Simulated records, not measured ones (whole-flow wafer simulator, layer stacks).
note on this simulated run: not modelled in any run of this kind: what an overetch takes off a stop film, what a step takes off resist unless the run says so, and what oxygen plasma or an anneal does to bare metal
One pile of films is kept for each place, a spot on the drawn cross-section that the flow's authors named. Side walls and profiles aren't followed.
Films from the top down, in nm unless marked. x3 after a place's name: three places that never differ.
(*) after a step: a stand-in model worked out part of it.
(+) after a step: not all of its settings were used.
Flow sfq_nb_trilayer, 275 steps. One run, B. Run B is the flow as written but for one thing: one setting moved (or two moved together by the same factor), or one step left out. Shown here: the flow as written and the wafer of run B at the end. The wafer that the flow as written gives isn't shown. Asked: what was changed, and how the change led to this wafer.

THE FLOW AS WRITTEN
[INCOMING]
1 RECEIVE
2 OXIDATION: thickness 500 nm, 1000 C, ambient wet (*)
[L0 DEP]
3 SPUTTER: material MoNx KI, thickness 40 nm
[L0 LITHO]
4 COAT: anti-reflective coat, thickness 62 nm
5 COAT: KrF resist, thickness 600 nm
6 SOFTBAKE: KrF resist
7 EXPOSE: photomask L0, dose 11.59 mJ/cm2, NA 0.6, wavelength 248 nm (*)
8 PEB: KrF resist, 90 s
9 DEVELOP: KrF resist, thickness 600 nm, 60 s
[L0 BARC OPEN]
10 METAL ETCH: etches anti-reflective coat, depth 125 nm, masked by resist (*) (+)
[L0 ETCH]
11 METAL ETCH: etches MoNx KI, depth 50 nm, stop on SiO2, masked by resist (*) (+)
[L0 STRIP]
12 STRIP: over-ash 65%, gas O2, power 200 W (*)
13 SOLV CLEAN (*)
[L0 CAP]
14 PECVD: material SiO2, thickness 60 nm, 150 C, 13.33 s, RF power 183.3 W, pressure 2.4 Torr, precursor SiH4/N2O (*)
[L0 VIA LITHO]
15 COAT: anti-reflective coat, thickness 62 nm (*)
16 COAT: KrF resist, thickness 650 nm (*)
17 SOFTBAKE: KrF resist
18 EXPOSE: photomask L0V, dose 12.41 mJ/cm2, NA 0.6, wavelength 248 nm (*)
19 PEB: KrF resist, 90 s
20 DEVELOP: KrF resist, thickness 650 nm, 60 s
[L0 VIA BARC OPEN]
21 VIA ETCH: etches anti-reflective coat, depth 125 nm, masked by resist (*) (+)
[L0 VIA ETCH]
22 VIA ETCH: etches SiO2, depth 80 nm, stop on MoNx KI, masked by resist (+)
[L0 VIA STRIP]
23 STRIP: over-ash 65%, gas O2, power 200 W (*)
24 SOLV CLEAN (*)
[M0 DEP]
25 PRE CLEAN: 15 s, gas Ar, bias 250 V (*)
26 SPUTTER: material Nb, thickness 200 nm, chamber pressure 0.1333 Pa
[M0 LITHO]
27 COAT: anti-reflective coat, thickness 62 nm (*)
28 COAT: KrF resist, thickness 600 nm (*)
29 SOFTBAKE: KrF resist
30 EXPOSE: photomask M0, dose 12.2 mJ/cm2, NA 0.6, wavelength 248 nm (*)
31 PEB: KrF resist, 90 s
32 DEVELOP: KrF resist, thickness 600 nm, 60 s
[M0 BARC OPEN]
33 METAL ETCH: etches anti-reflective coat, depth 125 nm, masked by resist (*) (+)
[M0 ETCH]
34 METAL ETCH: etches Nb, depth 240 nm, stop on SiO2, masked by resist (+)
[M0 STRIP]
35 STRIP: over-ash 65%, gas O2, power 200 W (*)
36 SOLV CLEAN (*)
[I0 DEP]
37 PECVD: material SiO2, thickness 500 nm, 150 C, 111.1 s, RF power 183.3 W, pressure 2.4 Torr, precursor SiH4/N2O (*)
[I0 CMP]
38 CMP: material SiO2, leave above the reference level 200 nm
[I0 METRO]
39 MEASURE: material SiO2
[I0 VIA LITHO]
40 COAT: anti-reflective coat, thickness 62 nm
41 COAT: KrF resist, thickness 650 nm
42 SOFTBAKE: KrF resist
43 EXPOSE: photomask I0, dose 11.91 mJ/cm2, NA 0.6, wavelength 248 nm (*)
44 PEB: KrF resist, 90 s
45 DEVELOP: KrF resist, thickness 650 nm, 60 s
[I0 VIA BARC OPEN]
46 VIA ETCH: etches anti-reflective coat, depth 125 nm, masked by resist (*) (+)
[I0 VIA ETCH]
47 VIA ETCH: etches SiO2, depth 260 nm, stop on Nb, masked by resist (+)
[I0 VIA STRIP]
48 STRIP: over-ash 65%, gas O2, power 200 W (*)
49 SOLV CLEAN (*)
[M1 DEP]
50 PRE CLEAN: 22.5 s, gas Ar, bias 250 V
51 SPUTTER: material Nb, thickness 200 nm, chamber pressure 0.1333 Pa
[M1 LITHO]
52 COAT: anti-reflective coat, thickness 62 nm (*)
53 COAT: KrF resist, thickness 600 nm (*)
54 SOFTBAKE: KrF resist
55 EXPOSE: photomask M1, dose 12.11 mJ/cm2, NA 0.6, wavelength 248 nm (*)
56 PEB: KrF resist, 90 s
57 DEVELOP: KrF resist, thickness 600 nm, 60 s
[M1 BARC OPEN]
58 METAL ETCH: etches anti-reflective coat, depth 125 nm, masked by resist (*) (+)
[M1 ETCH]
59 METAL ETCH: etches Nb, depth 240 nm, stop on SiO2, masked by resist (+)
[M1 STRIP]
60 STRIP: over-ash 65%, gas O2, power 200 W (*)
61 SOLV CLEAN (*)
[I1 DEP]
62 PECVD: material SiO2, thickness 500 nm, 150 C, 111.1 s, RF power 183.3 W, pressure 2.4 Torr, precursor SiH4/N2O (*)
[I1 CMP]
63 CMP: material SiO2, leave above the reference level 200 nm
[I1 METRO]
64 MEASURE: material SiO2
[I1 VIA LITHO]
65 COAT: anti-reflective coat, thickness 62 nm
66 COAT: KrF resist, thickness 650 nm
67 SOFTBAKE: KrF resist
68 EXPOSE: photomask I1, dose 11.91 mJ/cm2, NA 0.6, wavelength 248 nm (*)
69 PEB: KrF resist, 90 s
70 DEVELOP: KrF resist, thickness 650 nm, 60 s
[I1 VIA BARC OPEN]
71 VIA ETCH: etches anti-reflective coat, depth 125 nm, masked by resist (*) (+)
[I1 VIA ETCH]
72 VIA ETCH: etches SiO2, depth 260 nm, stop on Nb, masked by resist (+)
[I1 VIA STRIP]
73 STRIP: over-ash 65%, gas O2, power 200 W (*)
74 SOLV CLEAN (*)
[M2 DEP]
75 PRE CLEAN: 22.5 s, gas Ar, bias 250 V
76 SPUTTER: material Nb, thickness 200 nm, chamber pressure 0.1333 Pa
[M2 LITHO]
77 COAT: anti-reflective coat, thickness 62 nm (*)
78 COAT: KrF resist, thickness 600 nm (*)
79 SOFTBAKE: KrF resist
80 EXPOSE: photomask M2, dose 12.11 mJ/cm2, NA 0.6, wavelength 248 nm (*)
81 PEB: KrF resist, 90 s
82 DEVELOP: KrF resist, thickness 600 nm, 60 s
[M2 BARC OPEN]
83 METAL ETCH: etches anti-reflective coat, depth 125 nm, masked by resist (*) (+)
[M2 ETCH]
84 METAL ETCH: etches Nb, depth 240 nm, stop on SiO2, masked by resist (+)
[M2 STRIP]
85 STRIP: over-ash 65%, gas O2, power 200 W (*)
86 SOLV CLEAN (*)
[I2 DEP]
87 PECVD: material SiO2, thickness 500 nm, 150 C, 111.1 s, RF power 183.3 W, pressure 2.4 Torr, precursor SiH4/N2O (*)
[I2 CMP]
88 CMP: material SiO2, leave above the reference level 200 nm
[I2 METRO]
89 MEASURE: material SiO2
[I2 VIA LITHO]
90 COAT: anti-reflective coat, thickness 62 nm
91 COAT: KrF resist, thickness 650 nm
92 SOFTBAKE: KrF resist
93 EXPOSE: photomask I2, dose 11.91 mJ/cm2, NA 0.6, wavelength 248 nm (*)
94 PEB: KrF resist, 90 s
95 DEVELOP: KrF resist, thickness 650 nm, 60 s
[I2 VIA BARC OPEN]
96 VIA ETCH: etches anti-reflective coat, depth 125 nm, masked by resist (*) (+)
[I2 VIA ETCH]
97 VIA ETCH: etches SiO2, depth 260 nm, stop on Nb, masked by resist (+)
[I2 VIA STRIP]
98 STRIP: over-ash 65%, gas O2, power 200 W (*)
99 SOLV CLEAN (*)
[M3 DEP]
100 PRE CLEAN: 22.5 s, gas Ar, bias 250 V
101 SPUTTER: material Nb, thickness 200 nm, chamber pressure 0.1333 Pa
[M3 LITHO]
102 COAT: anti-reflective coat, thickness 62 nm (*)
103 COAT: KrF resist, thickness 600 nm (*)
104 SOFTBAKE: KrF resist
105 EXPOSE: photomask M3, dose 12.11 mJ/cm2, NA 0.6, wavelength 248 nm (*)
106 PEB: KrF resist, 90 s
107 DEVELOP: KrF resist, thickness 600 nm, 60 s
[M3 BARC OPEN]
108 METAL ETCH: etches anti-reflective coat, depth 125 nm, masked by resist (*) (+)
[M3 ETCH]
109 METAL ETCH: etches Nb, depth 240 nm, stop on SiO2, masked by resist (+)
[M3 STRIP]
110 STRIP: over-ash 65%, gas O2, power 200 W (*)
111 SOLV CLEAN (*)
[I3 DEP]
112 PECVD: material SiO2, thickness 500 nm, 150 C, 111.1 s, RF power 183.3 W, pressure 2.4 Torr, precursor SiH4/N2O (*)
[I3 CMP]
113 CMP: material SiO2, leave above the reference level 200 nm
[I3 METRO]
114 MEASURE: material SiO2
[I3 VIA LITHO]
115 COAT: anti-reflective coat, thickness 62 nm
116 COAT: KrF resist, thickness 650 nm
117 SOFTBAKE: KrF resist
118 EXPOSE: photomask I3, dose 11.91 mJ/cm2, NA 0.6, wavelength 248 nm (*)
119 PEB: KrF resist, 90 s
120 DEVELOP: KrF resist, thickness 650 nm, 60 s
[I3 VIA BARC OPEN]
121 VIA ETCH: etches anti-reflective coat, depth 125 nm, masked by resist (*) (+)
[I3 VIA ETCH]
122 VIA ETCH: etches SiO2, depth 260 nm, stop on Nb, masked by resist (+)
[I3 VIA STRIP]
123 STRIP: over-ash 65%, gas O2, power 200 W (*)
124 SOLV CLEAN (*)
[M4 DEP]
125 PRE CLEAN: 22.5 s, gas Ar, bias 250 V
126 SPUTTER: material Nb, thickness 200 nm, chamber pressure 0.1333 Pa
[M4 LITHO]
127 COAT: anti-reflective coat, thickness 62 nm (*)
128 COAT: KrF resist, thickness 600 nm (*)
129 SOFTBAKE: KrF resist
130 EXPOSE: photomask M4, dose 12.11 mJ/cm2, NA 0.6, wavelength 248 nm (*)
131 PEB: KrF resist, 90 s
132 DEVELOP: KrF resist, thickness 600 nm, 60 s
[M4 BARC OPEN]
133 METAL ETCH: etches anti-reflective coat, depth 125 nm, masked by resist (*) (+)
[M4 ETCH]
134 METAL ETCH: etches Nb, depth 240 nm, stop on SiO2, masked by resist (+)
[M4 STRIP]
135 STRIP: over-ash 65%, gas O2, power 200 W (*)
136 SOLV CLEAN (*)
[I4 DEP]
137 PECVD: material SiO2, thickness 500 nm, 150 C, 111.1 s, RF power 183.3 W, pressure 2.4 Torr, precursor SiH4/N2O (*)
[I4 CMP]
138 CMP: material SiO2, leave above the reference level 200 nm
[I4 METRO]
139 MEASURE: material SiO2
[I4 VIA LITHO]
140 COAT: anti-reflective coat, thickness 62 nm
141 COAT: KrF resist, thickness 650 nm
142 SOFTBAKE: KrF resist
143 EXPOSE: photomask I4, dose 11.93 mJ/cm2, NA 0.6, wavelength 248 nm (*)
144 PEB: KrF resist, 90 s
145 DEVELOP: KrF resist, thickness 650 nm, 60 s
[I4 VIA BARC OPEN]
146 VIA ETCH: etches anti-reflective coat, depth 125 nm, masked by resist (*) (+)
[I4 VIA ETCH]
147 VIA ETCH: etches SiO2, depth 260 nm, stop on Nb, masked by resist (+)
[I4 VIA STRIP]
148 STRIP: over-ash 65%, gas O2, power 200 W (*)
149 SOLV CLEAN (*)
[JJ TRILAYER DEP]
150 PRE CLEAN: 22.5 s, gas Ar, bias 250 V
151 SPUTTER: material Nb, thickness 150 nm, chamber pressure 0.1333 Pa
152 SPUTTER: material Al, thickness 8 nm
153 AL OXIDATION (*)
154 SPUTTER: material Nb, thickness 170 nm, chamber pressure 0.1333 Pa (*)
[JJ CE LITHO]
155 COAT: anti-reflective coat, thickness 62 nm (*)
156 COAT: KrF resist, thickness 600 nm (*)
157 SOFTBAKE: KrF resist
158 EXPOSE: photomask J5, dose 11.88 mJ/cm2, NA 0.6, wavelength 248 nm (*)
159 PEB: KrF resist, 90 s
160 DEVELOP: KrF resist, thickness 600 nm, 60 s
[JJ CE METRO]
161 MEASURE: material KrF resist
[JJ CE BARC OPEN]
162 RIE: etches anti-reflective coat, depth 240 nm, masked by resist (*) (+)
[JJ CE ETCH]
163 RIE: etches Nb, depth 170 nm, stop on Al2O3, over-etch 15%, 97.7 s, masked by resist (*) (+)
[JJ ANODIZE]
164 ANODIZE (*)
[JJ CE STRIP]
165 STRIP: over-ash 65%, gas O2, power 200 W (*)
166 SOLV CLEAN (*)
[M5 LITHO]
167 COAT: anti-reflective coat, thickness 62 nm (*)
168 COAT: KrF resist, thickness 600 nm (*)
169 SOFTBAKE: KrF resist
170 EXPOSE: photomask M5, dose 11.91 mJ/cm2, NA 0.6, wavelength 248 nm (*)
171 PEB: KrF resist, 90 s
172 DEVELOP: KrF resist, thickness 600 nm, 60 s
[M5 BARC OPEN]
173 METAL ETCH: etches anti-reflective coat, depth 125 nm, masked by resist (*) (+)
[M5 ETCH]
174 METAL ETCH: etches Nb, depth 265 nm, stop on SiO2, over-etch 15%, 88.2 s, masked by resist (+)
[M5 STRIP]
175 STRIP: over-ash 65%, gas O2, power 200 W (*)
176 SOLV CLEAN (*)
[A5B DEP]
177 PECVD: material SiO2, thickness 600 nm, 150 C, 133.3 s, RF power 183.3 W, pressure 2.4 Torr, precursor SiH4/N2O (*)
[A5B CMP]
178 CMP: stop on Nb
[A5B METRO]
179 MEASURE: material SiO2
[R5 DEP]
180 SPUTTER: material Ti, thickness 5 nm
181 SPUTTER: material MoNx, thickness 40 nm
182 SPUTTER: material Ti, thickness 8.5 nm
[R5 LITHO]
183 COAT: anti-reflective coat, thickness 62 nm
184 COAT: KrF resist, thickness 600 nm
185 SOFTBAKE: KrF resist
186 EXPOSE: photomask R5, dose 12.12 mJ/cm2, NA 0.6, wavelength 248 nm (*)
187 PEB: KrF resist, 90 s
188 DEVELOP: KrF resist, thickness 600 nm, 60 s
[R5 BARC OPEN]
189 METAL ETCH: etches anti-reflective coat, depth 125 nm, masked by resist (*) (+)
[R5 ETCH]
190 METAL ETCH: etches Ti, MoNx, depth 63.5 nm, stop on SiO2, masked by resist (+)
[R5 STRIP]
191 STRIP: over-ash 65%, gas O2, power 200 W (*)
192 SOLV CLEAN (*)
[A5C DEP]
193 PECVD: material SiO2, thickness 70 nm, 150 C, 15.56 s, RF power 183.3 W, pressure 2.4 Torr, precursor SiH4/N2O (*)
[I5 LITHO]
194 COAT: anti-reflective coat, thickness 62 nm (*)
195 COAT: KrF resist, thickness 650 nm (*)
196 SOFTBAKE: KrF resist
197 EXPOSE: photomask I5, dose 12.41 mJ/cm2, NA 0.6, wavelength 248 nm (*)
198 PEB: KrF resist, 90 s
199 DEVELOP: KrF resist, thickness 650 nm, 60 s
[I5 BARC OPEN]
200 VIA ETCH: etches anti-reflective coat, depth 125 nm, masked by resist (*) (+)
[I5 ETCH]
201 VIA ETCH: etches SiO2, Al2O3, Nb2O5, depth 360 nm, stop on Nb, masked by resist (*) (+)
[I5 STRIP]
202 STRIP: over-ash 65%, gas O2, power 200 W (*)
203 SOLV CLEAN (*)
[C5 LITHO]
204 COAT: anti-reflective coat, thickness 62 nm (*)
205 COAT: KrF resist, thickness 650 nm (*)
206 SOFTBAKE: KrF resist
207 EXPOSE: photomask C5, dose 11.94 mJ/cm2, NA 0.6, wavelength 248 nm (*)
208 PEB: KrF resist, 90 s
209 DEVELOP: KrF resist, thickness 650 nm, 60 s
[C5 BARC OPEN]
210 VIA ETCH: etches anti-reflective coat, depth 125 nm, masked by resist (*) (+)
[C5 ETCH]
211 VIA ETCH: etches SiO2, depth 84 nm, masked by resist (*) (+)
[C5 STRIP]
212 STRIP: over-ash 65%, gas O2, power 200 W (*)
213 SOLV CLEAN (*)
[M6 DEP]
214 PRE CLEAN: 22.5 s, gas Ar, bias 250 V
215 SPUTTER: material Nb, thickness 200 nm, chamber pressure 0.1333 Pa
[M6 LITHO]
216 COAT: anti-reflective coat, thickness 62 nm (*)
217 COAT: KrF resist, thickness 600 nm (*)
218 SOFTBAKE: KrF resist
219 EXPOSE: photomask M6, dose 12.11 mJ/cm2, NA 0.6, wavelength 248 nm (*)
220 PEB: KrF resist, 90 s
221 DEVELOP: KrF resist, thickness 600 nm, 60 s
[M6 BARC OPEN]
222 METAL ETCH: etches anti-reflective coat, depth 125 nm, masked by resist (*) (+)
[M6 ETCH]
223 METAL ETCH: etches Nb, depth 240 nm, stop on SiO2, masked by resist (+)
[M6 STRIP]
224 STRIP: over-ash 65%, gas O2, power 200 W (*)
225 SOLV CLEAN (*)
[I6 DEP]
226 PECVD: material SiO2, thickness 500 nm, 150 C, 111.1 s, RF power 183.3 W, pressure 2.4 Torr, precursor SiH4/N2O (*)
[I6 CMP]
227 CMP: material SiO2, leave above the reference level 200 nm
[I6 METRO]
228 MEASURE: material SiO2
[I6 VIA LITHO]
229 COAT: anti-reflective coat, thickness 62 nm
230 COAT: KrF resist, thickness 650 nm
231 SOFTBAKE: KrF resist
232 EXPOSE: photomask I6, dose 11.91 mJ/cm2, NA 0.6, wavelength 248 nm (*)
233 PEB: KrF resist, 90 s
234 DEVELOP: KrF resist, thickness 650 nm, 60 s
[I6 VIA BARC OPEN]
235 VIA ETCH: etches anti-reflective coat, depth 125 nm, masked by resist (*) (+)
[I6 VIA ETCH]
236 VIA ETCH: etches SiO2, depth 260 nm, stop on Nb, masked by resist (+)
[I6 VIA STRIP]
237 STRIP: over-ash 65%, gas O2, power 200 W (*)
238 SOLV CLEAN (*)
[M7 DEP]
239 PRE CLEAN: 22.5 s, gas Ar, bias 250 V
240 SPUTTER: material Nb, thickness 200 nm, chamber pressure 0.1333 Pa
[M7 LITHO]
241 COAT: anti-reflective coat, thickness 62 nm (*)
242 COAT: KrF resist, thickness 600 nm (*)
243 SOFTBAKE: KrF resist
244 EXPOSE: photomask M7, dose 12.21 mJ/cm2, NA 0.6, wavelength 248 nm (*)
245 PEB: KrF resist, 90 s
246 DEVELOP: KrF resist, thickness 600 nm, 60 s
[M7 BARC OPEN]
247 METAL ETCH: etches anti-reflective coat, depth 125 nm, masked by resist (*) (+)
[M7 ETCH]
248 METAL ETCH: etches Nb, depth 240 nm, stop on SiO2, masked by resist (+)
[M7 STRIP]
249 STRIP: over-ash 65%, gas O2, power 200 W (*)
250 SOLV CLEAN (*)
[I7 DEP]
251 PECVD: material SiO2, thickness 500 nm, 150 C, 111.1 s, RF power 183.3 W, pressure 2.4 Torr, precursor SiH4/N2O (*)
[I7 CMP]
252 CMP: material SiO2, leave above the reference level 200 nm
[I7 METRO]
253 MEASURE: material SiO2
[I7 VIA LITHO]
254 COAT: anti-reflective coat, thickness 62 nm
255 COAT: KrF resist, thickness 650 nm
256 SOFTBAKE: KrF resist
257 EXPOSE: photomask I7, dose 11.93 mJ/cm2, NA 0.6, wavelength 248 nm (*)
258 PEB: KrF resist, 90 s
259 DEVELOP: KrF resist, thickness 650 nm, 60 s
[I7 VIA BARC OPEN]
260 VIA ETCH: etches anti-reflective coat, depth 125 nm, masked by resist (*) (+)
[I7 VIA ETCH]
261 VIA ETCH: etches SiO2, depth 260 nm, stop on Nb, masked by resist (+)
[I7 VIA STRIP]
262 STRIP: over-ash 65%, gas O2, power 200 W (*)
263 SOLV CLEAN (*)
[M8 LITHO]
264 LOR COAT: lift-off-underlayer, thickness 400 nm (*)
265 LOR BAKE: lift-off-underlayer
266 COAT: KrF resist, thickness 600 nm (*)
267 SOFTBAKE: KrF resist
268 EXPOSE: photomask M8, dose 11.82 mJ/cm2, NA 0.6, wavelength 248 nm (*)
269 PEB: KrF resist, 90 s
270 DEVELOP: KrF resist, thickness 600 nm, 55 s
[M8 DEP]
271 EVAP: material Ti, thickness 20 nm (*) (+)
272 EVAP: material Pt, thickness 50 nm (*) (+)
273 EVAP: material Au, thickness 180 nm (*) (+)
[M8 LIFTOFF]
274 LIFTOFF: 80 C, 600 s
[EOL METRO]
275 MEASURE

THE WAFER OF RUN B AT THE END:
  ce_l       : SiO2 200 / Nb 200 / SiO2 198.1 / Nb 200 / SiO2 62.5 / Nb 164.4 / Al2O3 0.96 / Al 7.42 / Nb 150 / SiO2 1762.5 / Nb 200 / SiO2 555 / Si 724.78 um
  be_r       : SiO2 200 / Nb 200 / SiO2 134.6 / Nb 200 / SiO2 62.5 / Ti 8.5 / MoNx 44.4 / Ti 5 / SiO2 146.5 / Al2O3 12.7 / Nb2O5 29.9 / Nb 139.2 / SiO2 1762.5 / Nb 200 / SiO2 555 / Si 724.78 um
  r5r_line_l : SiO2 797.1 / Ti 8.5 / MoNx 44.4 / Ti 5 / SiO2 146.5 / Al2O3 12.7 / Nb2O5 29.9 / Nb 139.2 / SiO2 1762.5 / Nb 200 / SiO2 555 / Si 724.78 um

The cause: step 181, SPUTTER: thickness 44.4 nm was run, where the flow has thickness 40 nm.
It can be read off the wafer: be_r has MoNx 44.4, and step 181 as written asks for 40 nm.

How the change led to this, step by step:
  181 SPUTTER: material MoNx, thickness 40 nm
      field_l, v_sur, via_wl and 103 more: MoNx +44.4 (new film) (as written it would be: MoNx +40 (new film))
  190 METAL ETCH: etches Ti, MoNx, depth 63.5 nm, stop on SiO2, masked by resist (+)
      field_l, v_sur, via_wl and 92 more: Ti -8.5 (all of it), MoNx -44.4 (all of it), Ti -5 (all of it) (as written it would be: Ti -8.5 (all of it), MoNx -40 (all of it), Ti -5 (all of it))
      ce_l, c5j, ce_r, wl_jj: Ti -8.5 (all of it), MoNx -44.4 (all of it), Ti -5 (all of it), Nb -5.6 (as written it would be: Ti -8.5 (all of it), MoNx -40 (all of it), Ti -5 (all of it), Nb -10)
  194 COAT: anti-reflective coat, thickness 62 nm (*)
      r5r_spacepad_l, r5r_spacepad_r: anti-reflective coat +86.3 (new film) (as written it would be: anti-reflective coat +84.4 (new film))
      ce_l: anti-reflective coat +65.2 (new film) (as written it would be: anti-reflective coat +67.2 (new film))
      (and at 3 more places)
  202 STRIP: over-ash 65%, gas O2, power 200 W (*)
      r5r_spacepad_l, r5r_spacepad_r: KrF resist -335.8 (all of it), anti-reflective coat -86.3 (all of it) (as written it would be: KrF resist -335.6 (all of it), anti-reflective coat -84.4 (all of it))
      ce_l: KrF resist -340.3 (all of it), anti-reflective coat -65.2 (all of it) (as written it would be: KrF resist -341.5 (all of it), anti-reflective coat -67.2 (all of it))
      (and at 3 more places)
  204 COAT: anti-reflective coat, thickness 62 nm (*)
      r5r_spacepad_l, r5r_spacepad_r: anti-reflective coat +86.3 (new film) (as written it would be: anti-reflective coat +84.4 (new film))
      ce_l: anti-reflective coat +64.1 (new film) (as written it would be: anti-reflective coat +66 (new film))
      (and at 3 more places)
  212 STRIP: over-ash 65%, gas O2, power 200 W (*)
      r5r_spacepad_l, r5r_spacepad_r: KrF resist -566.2 (all of it), anti-reflective coat -86.3 (all of it) (as written it would be: KrF resist -565.8 (all of it), anti-reflective coat -84.4 (all of it))
      ce_l: KrF resist -566.6 (all of it), anti-reflective coat -64.1 (all of it) (as written it would be: KrF resist -567.4 (all of it), anti-reflective coat -66 (all of it))
      (and at 3 more places)
  216 COAT: anti-reflective coat, thickness 62 nm (*)
      r5r_spacepad_l, r5r_spacepad_r: anti-reflective coat +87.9 (new film) (as written it would be: anti-reflective coat +85.7 (new film))
      ce_l: anti-reflective coat +46.7 (new film) (as written it would be: anti-reflective coat +48 (new film))
      (and at 3 more places)
  222 METAL ETCH: etches anti-reflective coat, depth 125 nm, masked by resist (*) (+)
      r5r_spacepad_l, r5r_spacepad_r: anti-reflective coat -87.9 (all of it) (as written it would be: anti-reflective coat -85.7 (all of it))
  224 STRIP: over-ash 65%, gas O2, power 200 W (*)
      ce_l: KrF resist -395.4 (all of it), anti-reflective coat -46.7 (all of it) (as written it would be: KrF resist -397.1 (all of it), anti-reflective coat -48 (all of it))
      ce_r: KrF resist -402.4 (all of it), anti-reflective coat -47.3 (all of it) (as written it would be: KrF resist -403.5 (all of it), anti-reflective coat -48.8 (all of it))
      (and at 2 more places)
  227 CMP: material SiO2, leave above the reference level 200 nm
      r5r_line_l, r5r_spacepad_l, r5r_spacepad_r, r5r_line_c, r5r_line_r: SiO2 -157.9 (as written it would be: SiO2 -153.5)
